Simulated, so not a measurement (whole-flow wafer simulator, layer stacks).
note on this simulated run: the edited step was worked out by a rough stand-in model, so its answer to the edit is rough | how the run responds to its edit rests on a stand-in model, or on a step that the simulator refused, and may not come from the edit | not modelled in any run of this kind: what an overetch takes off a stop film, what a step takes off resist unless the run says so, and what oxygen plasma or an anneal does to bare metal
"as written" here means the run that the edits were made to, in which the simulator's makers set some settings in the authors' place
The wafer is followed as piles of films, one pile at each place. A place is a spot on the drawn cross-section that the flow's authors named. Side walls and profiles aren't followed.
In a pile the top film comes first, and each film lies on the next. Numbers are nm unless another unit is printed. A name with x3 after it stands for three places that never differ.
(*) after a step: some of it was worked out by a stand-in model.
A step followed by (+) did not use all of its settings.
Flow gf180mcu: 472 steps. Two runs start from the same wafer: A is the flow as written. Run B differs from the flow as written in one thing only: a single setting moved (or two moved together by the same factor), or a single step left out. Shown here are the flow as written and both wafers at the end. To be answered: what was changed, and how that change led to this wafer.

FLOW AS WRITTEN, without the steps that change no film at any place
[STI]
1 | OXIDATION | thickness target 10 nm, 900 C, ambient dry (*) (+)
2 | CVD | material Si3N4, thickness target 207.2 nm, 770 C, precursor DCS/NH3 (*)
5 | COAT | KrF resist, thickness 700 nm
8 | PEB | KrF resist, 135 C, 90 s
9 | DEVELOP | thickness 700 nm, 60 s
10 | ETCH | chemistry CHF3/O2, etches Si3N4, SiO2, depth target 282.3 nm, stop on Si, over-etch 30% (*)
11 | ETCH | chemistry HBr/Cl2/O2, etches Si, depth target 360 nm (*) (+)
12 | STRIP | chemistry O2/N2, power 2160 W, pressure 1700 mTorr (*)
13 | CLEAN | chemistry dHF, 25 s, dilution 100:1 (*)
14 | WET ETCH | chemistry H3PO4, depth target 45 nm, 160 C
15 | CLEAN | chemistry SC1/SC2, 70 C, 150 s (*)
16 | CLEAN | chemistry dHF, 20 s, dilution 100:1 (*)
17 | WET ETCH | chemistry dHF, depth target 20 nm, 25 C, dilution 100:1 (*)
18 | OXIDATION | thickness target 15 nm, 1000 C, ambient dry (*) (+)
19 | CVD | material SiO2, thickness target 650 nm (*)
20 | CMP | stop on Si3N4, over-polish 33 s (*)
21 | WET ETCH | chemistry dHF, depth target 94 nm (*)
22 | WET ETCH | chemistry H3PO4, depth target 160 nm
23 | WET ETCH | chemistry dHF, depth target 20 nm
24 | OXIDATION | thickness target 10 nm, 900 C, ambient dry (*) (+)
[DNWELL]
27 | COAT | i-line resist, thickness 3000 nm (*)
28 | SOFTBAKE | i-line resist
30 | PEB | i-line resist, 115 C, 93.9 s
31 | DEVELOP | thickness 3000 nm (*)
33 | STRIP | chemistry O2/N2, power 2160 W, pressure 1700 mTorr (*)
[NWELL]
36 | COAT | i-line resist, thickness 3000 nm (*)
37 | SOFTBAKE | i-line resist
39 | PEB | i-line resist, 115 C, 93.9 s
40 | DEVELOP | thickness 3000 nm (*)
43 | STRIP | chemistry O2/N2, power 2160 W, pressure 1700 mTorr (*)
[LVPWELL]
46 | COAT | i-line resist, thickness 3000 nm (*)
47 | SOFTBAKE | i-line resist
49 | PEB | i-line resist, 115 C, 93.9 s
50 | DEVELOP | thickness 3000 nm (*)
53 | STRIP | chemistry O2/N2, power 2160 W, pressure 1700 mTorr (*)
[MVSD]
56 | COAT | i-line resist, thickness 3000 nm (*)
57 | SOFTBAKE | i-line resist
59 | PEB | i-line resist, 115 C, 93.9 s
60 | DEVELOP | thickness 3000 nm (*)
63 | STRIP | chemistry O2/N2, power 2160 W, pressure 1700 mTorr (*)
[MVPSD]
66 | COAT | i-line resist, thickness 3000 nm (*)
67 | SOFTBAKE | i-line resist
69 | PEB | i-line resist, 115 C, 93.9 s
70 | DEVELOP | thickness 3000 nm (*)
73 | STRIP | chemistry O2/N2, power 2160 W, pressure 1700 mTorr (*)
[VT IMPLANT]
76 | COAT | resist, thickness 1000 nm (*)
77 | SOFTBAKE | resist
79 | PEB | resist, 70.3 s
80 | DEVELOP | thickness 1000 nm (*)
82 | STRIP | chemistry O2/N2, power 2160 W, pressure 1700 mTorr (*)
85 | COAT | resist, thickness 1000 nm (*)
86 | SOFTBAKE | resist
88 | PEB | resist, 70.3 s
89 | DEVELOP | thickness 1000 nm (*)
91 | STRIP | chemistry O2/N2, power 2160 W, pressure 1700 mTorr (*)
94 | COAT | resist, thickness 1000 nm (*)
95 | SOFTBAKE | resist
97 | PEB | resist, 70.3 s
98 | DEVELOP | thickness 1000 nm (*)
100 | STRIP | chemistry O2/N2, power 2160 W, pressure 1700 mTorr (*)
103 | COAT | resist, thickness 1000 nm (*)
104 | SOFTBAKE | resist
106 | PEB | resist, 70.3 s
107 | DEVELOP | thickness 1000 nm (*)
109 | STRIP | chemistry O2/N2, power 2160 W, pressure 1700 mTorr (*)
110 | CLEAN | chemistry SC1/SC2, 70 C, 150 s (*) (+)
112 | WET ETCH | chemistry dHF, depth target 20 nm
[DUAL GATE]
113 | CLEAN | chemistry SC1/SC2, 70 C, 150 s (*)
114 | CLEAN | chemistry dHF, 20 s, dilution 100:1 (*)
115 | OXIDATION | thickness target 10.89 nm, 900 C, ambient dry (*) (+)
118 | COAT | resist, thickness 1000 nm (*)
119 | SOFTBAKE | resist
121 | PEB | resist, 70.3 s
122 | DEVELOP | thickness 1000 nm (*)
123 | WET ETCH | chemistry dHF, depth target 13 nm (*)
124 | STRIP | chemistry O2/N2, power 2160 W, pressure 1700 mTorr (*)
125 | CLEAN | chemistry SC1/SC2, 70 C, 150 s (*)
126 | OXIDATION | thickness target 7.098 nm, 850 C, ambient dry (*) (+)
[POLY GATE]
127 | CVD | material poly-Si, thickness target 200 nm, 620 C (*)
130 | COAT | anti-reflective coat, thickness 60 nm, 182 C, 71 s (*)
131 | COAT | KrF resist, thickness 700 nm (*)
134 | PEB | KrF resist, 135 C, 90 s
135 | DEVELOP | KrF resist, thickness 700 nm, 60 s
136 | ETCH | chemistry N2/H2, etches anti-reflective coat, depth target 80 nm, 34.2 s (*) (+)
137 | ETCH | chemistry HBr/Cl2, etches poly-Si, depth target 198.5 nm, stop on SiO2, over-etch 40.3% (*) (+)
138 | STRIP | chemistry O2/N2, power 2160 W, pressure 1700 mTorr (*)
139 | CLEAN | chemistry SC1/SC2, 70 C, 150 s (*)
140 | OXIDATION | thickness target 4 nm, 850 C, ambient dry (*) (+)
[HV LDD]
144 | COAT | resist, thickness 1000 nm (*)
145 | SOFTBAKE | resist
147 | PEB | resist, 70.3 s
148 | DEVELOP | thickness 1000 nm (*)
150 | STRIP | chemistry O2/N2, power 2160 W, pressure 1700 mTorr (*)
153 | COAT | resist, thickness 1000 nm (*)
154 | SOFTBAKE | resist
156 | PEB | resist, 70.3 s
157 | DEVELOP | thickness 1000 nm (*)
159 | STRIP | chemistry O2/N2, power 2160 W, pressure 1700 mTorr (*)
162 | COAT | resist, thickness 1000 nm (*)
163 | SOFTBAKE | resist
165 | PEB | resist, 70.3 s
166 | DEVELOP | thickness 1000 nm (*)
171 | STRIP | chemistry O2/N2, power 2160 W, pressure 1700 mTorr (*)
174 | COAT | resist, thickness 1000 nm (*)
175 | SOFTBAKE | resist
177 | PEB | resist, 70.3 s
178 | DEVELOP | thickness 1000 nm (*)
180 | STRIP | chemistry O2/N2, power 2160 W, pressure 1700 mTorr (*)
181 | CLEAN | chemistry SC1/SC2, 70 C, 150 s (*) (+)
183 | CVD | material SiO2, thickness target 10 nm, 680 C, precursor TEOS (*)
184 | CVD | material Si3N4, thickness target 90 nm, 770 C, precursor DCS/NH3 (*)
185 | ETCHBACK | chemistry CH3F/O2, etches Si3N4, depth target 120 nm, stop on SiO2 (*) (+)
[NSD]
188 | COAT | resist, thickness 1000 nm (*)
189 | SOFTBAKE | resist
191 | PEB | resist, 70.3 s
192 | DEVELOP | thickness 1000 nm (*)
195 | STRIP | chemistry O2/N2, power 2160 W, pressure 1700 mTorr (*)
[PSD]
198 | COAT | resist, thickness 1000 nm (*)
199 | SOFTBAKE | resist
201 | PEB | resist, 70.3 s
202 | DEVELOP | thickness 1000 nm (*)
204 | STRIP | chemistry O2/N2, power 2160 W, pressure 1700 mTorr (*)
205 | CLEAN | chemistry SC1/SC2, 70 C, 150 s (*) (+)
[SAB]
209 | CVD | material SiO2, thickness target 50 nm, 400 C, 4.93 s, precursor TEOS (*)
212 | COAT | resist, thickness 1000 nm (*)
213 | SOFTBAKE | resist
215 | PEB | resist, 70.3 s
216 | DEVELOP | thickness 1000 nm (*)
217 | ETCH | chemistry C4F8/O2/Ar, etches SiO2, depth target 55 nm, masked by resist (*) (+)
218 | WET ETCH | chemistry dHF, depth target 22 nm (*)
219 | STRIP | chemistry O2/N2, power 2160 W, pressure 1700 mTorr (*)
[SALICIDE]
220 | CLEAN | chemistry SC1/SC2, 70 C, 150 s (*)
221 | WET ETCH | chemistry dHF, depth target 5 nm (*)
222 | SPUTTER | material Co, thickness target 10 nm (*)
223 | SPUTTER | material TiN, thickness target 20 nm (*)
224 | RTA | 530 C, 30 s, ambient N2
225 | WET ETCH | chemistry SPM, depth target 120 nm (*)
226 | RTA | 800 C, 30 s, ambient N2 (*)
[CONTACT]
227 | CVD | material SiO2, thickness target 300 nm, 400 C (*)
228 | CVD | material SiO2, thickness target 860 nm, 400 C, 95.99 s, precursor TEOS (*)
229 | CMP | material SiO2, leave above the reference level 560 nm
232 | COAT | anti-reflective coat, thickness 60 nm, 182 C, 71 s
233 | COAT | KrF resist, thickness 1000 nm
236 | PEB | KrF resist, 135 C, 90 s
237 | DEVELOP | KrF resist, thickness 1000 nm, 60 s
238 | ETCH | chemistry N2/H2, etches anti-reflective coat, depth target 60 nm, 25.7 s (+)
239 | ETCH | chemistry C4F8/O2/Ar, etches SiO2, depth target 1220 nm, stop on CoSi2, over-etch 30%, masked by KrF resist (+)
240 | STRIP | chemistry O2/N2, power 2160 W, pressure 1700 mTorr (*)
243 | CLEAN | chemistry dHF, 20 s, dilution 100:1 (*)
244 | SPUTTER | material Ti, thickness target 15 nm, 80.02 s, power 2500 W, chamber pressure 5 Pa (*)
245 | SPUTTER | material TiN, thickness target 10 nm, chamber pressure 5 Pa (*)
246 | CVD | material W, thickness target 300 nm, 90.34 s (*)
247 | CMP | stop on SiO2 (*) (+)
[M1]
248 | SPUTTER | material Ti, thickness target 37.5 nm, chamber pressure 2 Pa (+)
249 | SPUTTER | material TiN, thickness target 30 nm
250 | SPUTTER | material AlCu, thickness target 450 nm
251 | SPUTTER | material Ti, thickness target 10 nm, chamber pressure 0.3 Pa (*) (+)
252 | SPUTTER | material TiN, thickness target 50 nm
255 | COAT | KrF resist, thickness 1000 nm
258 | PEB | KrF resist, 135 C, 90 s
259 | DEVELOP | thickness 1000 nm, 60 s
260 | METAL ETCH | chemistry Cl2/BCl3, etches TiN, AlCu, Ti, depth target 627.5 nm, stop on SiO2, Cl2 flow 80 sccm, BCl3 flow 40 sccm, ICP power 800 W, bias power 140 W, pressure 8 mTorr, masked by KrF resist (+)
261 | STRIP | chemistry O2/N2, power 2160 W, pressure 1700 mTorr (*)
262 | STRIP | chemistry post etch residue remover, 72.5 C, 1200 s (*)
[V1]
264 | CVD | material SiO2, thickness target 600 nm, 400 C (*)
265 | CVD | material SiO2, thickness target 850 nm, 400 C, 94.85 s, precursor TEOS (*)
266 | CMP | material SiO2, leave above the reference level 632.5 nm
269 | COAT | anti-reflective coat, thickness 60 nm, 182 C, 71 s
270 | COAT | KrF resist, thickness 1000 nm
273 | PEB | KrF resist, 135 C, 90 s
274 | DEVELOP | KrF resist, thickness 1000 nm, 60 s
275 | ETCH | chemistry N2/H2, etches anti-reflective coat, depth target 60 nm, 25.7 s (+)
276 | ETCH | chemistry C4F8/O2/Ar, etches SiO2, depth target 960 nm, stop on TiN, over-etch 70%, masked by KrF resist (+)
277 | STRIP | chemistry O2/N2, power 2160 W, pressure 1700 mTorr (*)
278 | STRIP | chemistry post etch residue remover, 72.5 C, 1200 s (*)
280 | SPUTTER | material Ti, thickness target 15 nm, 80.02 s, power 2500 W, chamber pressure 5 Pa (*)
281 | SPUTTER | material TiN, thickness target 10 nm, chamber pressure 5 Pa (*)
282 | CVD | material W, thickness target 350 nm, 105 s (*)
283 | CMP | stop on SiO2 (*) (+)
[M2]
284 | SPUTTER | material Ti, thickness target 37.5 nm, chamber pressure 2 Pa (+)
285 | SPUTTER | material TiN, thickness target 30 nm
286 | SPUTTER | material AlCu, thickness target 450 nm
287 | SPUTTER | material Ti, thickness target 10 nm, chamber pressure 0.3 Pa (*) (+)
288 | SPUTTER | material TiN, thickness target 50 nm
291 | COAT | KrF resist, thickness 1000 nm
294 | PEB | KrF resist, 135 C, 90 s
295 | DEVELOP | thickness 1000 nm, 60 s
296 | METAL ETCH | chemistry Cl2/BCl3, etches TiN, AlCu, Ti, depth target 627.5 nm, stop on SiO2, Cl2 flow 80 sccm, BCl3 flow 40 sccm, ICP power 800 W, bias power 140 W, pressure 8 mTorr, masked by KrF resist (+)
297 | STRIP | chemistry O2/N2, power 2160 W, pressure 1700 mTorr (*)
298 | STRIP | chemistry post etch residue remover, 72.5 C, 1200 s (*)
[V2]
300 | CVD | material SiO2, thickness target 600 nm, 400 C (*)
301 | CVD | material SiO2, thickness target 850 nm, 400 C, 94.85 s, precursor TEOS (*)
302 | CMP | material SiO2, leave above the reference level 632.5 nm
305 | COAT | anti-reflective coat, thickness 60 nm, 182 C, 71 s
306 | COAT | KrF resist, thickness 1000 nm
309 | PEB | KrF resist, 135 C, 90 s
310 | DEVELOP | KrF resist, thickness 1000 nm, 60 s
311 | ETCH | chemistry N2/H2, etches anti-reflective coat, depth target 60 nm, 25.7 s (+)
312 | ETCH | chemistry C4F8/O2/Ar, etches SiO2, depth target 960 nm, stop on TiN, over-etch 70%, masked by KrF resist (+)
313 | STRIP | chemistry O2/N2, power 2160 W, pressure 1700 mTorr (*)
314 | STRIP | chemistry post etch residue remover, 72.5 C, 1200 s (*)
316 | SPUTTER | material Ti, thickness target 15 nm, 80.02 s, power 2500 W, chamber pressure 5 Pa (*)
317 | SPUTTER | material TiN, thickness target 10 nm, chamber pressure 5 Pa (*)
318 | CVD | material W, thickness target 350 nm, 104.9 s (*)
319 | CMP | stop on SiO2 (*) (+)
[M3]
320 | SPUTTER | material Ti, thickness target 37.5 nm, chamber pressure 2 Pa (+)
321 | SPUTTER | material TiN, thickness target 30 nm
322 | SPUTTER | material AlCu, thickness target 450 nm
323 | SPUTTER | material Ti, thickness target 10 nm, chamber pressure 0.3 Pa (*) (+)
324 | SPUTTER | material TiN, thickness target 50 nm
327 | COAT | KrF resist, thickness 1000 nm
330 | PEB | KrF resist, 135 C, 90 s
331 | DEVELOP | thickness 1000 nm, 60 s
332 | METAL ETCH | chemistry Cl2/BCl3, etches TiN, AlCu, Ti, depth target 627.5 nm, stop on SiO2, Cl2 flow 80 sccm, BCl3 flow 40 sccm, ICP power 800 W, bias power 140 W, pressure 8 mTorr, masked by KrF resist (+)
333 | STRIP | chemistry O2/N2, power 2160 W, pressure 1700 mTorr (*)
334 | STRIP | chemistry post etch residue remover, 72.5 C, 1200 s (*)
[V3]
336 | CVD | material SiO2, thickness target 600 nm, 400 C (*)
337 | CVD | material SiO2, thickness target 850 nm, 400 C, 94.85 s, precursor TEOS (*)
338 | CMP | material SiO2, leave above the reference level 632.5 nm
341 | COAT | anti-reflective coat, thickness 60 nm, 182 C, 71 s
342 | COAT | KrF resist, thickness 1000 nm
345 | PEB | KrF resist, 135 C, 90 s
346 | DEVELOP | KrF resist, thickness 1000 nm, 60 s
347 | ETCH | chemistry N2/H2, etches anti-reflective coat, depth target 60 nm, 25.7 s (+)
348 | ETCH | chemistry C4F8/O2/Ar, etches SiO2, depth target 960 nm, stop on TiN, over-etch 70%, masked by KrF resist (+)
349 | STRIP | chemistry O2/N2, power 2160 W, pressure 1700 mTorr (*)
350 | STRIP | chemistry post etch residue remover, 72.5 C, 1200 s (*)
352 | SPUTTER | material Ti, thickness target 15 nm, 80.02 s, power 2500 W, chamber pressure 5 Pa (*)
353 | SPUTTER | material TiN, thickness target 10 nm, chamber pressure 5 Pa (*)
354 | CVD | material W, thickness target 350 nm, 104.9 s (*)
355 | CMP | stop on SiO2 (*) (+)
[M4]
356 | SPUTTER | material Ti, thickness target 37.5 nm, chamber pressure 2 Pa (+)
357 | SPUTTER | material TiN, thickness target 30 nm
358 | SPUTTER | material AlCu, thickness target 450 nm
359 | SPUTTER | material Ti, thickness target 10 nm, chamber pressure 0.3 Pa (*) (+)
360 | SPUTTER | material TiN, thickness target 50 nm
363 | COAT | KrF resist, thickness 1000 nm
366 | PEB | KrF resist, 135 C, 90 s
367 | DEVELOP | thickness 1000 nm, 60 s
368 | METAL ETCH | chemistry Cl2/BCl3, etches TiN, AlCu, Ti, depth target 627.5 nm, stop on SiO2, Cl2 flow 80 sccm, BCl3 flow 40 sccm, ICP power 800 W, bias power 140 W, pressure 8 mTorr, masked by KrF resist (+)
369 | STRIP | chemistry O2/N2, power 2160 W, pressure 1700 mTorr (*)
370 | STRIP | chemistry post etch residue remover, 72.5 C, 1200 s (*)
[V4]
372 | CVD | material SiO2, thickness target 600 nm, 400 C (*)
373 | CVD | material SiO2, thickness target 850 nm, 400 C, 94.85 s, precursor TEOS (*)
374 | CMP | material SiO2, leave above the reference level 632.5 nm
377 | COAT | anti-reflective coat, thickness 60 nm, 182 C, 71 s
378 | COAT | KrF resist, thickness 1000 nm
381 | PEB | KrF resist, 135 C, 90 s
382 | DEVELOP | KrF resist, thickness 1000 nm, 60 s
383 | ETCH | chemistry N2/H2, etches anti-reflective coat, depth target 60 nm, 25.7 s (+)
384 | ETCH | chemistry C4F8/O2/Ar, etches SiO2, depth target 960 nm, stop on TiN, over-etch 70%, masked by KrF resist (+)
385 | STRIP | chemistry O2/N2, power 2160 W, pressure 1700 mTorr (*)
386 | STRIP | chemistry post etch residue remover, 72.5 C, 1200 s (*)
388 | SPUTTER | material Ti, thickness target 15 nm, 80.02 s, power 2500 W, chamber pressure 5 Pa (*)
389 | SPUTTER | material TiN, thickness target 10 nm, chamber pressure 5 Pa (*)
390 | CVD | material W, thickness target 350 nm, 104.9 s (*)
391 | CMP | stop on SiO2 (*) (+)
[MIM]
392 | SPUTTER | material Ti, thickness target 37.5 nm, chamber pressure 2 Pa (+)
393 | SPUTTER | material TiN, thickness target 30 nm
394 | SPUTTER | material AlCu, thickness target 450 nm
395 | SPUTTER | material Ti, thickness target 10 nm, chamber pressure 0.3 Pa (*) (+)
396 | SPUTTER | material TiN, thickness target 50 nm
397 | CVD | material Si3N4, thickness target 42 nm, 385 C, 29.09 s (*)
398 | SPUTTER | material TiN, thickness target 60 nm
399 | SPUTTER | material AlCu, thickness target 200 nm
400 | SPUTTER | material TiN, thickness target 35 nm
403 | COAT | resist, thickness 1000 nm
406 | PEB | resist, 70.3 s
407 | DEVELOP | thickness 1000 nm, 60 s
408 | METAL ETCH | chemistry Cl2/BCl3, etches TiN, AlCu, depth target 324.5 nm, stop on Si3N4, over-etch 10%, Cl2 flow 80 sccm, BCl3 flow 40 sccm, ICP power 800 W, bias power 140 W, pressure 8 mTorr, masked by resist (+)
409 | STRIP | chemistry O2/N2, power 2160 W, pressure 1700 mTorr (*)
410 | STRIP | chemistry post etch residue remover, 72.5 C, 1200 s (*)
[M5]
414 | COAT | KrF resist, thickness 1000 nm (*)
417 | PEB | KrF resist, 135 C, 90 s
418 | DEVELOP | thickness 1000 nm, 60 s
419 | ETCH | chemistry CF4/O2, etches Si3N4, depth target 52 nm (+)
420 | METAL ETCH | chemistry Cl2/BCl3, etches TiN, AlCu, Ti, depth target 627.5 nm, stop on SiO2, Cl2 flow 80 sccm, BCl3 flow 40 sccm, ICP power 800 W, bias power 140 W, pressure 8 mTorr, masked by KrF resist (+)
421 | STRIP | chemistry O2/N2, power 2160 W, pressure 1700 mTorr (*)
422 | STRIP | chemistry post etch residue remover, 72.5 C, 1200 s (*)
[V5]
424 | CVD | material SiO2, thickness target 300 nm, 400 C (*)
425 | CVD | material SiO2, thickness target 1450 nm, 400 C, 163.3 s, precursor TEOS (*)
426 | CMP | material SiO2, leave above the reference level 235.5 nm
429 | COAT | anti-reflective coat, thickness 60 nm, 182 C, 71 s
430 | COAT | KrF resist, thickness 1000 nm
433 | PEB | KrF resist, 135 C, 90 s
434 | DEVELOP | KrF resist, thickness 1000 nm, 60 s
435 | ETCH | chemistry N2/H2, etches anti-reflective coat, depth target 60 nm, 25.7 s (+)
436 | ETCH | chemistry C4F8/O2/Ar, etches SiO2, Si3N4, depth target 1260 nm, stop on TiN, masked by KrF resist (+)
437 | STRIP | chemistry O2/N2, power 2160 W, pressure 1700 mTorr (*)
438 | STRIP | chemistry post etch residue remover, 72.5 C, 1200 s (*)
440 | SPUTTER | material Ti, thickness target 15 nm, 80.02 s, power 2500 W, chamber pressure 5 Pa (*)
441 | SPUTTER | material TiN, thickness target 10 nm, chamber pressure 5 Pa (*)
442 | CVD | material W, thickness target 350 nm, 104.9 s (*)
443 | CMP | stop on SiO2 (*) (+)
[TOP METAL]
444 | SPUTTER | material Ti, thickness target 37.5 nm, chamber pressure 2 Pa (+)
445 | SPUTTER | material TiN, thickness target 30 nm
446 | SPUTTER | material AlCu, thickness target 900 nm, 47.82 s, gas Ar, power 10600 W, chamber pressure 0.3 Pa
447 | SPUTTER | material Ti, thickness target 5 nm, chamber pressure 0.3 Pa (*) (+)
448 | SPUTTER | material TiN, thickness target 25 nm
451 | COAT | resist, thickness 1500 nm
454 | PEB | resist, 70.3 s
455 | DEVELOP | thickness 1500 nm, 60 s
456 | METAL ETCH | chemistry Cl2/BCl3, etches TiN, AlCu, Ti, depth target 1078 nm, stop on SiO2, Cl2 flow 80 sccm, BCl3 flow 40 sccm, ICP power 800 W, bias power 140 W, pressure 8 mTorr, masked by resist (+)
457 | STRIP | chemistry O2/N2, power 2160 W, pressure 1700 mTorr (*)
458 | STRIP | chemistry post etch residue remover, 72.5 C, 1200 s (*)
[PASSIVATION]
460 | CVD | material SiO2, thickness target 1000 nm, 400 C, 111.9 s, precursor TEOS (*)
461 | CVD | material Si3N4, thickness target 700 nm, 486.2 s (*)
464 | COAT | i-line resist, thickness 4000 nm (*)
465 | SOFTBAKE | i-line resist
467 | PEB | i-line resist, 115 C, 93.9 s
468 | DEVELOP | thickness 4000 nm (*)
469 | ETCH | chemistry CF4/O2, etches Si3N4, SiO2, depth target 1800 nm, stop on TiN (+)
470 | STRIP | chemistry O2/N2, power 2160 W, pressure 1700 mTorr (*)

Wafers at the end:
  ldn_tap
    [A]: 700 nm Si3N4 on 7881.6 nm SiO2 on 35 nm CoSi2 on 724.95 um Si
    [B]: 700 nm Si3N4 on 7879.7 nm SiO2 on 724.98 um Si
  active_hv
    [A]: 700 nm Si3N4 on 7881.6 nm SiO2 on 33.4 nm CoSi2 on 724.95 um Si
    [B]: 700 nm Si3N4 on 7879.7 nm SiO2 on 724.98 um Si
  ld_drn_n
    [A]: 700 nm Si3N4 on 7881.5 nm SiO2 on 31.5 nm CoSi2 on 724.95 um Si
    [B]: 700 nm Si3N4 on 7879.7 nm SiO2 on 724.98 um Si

Cause: step 218, WET ETCH: depth target 11.2 nm was run, while the flow as written has depth target 22 nm.

How this came from the change, step by step:
  218 | WET ETCH | chemistry dHF, depth target 22 nm (*)
      ldn_tap, ldn_src, ldn_drn, ldp_tap, ldp_src, ldp_drn, ldp_gr: A SiO2 loses 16 (all of it) | B SiO2 loses 11.7
      ld_drn_n, ld_sd_p: A SiO2 loses 14.8 (all of it) | B SiO2 loses 11.4
      (as well as at 56 more places)
  219 | STRIP | chemistry O2/N2, power 2160 W, pressure 1700 mTorr (*)
      active_hv, active_nat, ld_sd_n and 11 more: A chemical SiO2 gains 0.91 (new film), Si loses 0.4 | B nothing
  220 | CLEAN | chemistry SC1/SC2, 70 C, 150 s (*)
      ld_drn_p: A chemical SiO2 loses 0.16, Si loses 0.23 | B SiO2 loses 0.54 (all of it)
  221 | WET ETCH | chemistry dHF, depth target 5 nm (*)
      active_hv, active_nat, ld_drn_n and 9 more: A chemical SiO2 loses 0.76 (all of it) | B SiO2 loses 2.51
      ld_sd_n: A chemical SiO2 loses 0.76 (all of it) | B SiO2 loses 2.44 (all of it)
      (as well as at 1 more place)
  223 | SPUTTER | material TiN, thickness target 20 nm (*)
      field__w12: A TiN gains 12 (new film) | B TiN gains 12.7 (new film)
      ld_sd_n: A TiN gains 15.5 (new film) | B TiN gains 16.3 (new film)
  224 | RTA | 530 C, 30 s, ambient N2
      ldn_tap, ldn_src, ldn_drn, ldp_tap, ldp_src, ldp_drn, ldp_gr: A under 1 film: CoSi gains 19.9 (new film), Co loses 10 (all of it), Si loses 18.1 | B nothing
      active_hv: A under 1 film: CoSi gains 19 (new film), Co loses 9.55 (all of it), Si loses 17.3 | B nothing
      (as well as at 3 more places)
  225 | WET ETCH | chemistry SPM, depth target 120 nm (*)
      ldn_tap, ldn_src, ldn_drn, ldp_tap, ldp_src, ldp_drn, ldp_gr: A TiN loses 20 (all of it) | B TiN loses 20 (all of it), Co loses 10 (all of it)
      active_hv: A TiN loses 19 (all of it) | B TiN loses 19 (all of it), Co loses 9.55 (all of it)
      (as well as at 5 more places)
  226 | RTA | 800 C, 30 s, ambient N2 (*)
      ldn_tap, ldn_src, ldn_drn, ldp_tap, ldp_src, ldp_drn, ldp_gr: A CoSi2 gains 35 (new film), CoSi loses 19.9 (all of it), Si loses 18.1 | B nothing
      active_hv: A CoSi2 gains 33.4 (new film), CoSi loses 19 (all of it), Si loses 17.3 | B nothing
      (as well as at 3 more places)
  227 | CVD | material SiO2, thickness target 300 nm, 400 C (*)
      active_hv, ld_drn_n, ld_sd_p and 8 more: A SiO2 gains 300 (new film) | B SiO2 gains 300
  229 | CMP | material SiO2, leave above the reference level 560 nm
      ldn_sep__w1, ldn_sep__w2, ldn_dft and 8 more: A SiO2 loses 311 | B SiO2 loses 322.9
      sti, mim_1p0, pad, dice_street, iso_nw_fld, iso_fld_sub: A SiO2 loses 296.8 | B SiO2 loses 308.7
      (as well as at 34 more places)
If metal films that touch count as one body, ldn_tap has 0 bodies; the flow as written gives 1 body.
If metal films that touch count as one body, active_hv has 0 bodies; the flow as written gives 1 body.
If metal films that touch count as one body, ld_drn_n has 0 bodies; the flow as written gives 1 body.
